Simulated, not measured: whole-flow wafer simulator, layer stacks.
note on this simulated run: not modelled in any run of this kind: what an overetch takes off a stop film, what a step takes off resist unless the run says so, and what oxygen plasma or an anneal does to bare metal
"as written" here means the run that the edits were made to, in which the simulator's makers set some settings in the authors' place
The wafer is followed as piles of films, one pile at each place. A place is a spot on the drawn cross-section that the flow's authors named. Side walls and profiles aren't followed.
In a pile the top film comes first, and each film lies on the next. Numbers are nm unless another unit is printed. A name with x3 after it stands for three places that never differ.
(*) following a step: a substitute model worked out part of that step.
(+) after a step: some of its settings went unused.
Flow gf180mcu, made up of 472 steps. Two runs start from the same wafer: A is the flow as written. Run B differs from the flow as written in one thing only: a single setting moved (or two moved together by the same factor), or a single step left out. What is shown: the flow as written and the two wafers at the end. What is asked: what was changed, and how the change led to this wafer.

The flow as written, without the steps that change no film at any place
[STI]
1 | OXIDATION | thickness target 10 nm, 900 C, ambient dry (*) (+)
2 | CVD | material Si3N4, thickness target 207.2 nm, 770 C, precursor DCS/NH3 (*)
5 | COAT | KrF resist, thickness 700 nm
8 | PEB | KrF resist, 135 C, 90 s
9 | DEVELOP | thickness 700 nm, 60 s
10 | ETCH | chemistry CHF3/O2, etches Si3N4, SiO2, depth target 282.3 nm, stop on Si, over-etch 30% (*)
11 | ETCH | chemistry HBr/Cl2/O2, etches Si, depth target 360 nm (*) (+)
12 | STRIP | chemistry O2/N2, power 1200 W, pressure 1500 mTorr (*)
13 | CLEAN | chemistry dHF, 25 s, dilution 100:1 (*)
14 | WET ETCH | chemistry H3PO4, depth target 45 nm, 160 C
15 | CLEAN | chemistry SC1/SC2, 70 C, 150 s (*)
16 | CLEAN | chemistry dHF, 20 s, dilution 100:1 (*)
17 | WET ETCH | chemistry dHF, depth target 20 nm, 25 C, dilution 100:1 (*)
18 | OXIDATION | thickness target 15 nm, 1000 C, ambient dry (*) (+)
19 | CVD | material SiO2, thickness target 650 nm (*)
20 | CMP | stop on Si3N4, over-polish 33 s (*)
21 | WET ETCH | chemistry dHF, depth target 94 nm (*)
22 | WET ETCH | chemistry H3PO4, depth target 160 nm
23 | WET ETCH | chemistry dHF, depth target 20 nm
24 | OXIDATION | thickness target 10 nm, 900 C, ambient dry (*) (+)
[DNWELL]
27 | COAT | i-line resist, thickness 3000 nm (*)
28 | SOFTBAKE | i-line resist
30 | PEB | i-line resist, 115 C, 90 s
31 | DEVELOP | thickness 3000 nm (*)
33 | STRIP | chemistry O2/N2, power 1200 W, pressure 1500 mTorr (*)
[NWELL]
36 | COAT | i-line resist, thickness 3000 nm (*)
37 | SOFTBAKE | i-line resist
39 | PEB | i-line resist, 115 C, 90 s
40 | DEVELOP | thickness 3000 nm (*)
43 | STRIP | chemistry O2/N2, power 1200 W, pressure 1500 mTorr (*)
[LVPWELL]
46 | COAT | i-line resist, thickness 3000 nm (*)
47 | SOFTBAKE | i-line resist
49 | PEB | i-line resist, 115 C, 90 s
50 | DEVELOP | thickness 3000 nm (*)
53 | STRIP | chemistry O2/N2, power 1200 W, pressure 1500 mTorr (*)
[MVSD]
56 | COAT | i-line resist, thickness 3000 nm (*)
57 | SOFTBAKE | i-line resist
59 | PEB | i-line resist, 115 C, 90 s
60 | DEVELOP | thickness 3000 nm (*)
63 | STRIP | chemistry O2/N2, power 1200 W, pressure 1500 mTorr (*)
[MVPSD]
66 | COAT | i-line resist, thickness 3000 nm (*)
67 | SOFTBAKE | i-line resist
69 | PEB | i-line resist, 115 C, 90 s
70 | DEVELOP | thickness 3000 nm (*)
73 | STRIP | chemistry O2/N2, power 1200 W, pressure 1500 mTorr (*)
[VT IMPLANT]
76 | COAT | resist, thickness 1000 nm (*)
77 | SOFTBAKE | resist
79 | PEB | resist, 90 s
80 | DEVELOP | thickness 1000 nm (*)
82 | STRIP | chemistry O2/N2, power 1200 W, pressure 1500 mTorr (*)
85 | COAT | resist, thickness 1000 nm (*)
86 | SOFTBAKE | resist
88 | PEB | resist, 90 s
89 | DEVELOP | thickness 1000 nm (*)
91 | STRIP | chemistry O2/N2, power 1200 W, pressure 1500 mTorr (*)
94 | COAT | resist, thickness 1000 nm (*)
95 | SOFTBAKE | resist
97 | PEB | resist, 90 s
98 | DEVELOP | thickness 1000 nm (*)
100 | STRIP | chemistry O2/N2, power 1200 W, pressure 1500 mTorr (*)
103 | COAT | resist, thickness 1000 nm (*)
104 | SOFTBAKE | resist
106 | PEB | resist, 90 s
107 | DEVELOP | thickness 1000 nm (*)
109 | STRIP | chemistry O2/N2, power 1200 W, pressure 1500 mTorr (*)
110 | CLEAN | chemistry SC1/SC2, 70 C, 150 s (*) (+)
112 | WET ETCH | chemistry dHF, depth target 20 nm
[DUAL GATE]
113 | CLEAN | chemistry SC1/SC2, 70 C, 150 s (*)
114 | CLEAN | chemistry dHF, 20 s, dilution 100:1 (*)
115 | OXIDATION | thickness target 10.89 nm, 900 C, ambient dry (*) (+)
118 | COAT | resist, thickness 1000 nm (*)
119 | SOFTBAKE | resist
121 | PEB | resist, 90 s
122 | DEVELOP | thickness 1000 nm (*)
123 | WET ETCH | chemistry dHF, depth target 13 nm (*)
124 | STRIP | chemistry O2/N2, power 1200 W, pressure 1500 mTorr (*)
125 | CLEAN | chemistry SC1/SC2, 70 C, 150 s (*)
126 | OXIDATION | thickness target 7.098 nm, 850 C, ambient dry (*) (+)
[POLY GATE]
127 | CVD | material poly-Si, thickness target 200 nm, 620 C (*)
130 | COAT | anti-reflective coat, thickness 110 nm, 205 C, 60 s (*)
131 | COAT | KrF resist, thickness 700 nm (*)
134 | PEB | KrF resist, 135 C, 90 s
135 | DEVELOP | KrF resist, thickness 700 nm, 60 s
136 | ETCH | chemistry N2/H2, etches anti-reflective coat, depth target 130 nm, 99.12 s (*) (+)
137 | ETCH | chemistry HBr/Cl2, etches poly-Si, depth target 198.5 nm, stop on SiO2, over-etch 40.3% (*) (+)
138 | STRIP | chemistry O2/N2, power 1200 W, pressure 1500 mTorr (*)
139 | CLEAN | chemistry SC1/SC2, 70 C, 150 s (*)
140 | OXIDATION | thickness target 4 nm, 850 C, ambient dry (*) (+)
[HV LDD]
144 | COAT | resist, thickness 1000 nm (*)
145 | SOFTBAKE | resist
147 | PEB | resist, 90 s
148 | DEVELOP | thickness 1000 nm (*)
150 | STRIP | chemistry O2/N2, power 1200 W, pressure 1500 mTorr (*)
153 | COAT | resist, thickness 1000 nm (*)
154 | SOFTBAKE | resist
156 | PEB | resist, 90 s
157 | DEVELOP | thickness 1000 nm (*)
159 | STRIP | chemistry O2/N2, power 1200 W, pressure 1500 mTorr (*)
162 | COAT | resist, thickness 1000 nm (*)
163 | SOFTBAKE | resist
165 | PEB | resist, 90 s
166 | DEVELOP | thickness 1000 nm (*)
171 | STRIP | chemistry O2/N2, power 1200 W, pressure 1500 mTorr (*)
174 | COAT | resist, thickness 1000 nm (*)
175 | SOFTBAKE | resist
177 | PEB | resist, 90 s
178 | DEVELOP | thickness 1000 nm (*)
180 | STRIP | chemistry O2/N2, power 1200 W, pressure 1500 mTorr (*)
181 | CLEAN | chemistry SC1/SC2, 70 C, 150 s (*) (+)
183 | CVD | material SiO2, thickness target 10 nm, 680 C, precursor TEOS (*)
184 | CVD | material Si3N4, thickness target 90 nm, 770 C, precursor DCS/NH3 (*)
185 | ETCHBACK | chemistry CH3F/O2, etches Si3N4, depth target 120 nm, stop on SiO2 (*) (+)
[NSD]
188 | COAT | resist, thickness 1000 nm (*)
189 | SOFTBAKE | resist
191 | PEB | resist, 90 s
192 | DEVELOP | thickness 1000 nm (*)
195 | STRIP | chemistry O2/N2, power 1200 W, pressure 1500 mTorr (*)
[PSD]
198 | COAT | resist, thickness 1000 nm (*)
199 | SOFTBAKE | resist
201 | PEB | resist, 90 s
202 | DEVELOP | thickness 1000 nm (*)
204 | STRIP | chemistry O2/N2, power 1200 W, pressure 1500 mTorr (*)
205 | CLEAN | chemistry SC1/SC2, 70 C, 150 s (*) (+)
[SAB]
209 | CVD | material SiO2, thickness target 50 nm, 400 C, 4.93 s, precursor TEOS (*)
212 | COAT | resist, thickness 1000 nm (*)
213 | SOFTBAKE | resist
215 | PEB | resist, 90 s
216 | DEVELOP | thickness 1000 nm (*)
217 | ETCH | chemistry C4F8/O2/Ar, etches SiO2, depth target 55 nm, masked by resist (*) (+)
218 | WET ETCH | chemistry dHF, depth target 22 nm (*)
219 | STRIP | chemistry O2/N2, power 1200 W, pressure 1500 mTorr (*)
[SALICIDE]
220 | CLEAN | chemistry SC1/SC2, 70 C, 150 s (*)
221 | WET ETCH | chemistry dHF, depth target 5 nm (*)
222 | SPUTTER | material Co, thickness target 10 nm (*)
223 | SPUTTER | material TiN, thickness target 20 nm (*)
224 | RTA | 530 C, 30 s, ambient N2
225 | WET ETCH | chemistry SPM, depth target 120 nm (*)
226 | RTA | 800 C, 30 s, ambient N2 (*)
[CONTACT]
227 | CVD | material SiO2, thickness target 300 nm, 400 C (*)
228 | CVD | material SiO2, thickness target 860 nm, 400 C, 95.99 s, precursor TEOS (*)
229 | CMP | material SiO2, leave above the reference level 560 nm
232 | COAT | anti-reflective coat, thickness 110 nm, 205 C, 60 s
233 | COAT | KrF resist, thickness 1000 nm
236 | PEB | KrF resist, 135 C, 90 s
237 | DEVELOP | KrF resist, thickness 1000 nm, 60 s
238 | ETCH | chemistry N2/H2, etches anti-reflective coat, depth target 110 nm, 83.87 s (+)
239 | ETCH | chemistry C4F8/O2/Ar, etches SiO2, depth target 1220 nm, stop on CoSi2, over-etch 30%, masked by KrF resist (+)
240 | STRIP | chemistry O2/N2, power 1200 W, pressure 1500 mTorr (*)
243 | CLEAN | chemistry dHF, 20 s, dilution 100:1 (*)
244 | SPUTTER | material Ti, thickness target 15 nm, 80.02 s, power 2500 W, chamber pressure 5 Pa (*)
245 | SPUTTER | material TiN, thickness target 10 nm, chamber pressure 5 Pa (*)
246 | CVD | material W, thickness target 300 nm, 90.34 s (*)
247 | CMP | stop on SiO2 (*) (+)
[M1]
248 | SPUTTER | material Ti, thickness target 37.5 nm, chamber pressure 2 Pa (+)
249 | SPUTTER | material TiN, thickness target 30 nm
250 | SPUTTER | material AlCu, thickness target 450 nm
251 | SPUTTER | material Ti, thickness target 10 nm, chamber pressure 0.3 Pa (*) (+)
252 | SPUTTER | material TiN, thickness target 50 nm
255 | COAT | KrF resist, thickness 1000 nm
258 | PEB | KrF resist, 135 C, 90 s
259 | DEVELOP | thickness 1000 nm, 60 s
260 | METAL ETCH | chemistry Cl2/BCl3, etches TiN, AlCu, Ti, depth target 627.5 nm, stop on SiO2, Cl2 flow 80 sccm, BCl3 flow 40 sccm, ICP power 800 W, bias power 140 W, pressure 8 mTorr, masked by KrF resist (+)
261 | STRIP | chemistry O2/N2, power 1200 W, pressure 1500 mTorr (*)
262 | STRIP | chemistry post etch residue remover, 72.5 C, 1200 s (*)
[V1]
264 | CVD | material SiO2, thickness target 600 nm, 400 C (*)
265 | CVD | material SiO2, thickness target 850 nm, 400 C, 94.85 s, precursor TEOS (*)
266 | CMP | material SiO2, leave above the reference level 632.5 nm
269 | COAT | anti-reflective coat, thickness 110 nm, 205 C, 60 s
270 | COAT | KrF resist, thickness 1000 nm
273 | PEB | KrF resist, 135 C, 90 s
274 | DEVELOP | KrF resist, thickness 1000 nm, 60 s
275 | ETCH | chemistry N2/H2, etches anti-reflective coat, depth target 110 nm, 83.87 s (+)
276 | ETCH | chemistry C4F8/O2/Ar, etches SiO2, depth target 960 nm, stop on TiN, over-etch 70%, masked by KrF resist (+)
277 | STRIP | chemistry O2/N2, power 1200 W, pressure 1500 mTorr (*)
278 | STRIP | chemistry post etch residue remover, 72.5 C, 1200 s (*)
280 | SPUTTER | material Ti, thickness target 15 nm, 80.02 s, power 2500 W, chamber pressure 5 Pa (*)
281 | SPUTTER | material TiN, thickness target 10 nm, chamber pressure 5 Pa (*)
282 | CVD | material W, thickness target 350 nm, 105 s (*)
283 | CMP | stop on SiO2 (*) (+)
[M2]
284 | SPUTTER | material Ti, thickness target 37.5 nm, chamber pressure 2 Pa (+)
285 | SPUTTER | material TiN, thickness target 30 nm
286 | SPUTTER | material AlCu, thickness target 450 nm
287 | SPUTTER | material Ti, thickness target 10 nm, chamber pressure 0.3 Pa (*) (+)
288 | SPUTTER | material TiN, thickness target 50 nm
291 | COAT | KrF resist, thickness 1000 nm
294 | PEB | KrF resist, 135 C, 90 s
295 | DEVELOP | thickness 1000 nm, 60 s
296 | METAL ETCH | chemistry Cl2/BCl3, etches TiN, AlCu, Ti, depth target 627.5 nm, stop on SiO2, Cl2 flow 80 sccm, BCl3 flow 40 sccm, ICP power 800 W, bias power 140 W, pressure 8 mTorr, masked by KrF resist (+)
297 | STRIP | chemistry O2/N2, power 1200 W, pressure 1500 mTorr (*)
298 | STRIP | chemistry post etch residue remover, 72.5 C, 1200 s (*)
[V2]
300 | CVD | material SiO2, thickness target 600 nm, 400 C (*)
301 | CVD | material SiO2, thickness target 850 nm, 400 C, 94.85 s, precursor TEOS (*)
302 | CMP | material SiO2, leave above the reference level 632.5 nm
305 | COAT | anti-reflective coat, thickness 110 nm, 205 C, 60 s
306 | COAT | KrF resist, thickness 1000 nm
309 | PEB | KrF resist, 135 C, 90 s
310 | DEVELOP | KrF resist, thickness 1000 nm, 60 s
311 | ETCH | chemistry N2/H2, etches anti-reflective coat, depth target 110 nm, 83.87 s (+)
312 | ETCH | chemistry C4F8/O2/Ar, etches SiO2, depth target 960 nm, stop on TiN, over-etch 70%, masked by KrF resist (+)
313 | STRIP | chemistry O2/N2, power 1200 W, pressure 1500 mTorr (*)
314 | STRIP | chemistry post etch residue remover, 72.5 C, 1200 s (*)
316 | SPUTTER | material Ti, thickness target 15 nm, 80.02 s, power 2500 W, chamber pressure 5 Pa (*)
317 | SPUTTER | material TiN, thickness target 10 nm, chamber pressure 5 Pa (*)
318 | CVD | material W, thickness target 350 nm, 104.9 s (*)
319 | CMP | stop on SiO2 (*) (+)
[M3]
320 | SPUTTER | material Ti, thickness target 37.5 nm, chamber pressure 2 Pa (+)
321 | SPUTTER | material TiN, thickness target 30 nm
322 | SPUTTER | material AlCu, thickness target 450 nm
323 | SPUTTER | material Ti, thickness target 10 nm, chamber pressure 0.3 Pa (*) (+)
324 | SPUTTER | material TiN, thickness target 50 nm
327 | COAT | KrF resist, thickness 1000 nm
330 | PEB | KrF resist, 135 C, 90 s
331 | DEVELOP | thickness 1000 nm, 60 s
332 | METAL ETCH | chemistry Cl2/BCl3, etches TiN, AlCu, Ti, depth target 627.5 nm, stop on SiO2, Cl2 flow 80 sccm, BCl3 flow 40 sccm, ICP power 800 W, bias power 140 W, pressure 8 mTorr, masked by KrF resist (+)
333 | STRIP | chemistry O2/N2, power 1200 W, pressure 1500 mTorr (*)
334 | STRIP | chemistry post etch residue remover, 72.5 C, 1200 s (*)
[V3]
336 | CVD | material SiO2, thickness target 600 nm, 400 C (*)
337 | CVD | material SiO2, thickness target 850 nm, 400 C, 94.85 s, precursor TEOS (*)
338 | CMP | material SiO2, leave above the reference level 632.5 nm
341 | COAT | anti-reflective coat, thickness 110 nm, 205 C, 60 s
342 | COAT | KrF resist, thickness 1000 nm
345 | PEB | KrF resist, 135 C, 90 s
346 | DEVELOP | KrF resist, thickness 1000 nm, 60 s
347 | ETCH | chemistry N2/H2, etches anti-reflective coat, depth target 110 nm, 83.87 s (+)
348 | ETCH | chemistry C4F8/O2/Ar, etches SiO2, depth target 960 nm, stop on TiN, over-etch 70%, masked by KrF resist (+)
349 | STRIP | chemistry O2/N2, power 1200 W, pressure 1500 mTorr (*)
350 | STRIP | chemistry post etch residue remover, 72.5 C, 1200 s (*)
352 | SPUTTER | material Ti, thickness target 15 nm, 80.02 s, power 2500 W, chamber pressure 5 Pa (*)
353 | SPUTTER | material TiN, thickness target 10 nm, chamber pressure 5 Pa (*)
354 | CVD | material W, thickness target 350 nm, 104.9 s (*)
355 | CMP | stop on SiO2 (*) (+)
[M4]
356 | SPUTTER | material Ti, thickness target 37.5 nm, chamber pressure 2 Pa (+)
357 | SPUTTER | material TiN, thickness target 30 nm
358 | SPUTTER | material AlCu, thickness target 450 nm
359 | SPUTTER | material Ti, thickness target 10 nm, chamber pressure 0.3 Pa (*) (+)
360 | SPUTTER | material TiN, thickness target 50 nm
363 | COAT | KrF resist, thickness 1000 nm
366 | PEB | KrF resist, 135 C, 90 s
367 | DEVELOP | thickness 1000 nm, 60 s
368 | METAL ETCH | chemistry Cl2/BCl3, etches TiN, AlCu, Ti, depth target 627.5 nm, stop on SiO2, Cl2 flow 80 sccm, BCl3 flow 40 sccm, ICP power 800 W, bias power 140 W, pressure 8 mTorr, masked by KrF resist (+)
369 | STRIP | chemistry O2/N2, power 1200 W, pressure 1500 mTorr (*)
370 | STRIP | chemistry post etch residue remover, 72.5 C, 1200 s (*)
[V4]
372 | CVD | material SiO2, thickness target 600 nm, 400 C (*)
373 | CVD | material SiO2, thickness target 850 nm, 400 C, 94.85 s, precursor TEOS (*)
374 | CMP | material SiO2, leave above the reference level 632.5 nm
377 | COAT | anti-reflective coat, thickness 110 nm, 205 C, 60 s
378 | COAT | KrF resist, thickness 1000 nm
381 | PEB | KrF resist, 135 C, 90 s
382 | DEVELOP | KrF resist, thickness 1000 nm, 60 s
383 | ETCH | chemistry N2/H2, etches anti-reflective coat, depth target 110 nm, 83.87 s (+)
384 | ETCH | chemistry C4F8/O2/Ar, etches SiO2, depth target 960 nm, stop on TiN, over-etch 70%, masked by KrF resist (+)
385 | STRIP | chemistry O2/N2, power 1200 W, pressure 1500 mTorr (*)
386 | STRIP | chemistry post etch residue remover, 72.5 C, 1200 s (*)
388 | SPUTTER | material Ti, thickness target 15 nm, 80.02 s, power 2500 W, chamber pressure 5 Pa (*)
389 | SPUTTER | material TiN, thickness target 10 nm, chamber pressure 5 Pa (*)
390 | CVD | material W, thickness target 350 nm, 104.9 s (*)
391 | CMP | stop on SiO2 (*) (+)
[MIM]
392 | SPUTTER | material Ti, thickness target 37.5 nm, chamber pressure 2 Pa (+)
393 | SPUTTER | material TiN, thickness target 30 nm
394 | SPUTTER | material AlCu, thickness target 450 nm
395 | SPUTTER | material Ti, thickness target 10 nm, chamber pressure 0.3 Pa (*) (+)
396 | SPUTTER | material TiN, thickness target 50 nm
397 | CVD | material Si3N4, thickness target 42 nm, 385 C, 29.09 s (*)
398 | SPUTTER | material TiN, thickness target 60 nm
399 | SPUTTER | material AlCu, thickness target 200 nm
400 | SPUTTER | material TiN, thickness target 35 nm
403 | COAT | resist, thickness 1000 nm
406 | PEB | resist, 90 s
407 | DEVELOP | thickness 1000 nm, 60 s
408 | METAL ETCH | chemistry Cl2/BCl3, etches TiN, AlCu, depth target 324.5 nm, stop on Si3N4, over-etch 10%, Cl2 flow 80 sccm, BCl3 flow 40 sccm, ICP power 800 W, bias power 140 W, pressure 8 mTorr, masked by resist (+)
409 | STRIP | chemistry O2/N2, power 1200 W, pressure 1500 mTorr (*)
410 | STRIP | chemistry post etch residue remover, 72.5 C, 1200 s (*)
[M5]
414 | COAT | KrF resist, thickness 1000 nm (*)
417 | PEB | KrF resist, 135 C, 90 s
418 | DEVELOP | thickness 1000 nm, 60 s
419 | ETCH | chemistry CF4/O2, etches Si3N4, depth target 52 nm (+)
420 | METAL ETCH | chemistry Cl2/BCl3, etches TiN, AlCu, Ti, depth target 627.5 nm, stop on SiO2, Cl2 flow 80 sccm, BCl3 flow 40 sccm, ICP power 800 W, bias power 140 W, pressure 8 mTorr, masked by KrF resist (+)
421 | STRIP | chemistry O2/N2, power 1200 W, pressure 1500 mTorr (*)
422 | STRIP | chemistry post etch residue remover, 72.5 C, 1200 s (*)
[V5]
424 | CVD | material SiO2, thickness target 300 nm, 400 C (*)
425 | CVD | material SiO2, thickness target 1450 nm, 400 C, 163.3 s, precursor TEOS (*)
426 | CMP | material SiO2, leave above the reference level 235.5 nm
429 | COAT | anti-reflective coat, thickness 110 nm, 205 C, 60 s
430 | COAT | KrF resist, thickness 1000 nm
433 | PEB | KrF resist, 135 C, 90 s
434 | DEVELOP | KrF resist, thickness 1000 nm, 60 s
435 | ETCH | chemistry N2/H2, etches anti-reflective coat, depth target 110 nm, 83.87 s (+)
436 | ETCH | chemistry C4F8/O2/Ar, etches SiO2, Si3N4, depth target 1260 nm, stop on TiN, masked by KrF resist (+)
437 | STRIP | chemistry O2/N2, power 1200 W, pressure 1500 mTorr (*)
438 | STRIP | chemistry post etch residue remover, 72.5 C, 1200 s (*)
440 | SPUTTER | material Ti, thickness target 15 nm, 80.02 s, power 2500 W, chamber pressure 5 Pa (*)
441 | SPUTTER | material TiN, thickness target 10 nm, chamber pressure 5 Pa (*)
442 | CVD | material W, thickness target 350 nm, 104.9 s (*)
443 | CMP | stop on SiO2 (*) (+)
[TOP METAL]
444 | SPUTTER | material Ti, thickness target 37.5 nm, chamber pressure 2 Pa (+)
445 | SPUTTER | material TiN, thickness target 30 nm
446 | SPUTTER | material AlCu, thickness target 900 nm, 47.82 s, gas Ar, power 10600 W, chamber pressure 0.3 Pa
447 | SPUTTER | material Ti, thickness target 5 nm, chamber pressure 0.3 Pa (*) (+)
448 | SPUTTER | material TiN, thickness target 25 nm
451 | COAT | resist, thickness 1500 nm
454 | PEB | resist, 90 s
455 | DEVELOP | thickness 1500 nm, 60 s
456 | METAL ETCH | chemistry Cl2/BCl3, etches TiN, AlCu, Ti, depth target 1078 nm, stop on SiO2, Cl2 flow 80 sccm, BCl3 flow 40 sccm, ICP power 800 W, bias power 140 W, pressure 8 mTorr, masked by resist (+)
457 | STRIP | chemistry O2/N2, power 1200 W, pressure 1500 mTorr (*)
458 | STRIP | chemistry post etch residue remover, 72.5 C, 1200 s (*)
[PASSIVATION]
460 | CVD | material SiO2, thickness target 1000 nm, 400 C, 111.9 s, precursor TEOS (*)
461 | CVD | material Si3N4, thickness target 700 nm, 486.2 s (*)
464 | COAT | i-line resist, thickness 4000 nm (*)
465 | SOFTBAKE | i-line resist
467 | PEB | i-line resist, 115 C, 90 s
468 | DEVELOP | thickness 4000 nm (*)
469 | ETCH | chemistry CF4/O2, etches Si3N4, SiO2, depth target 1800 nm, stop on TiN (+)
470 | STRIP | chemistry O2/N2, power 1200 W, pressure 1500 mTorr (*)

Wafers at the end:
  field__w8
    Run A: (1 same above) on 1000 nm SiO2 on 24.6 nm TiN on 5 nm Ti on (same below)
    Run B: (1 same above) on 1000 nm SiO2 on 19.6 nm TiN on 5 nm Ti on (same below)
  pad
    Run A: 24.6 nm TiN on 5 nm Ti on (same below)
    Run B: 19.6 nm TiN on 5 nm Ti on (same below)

Cause: step 448, SPUTTER: thickness target 20 nm was run, whereas the flow has thickness target 25 nm.

How this came from the change, step by step:
  448 | SPUTTER | material TiN, thickness target 25 nm
      field, field__w1, field__w2 and 109 more: A TiN gains 25 (new film) | B TiN gains 20 (new film)
  456 | METAL ETCH | chemistry Cl2/BCl3, etches TiN, AlCu, Ti, depth target 1078 nm, stop on SiO2, Cl2 flow 80 sccm, BCl3 flow 40 sccm, ICP power 800 W, bias power 140 W, pressure 8 mTorr, masked by resist (+)
      field, field__w1, field__w2 and 103 more: A TiN loses 25 (all of it), Ti loses 5 (all of it), AlCu loses 900 (all of it), TiN loses 30 (all of it), Ti loses 37.5 (all of it) | B TiN loses 20 (all of it), Ti loses 5 (all of it), AlCu loses 900 (all of it), TiN loses 30 (all of it), Ti loses 37.5 (all of it)
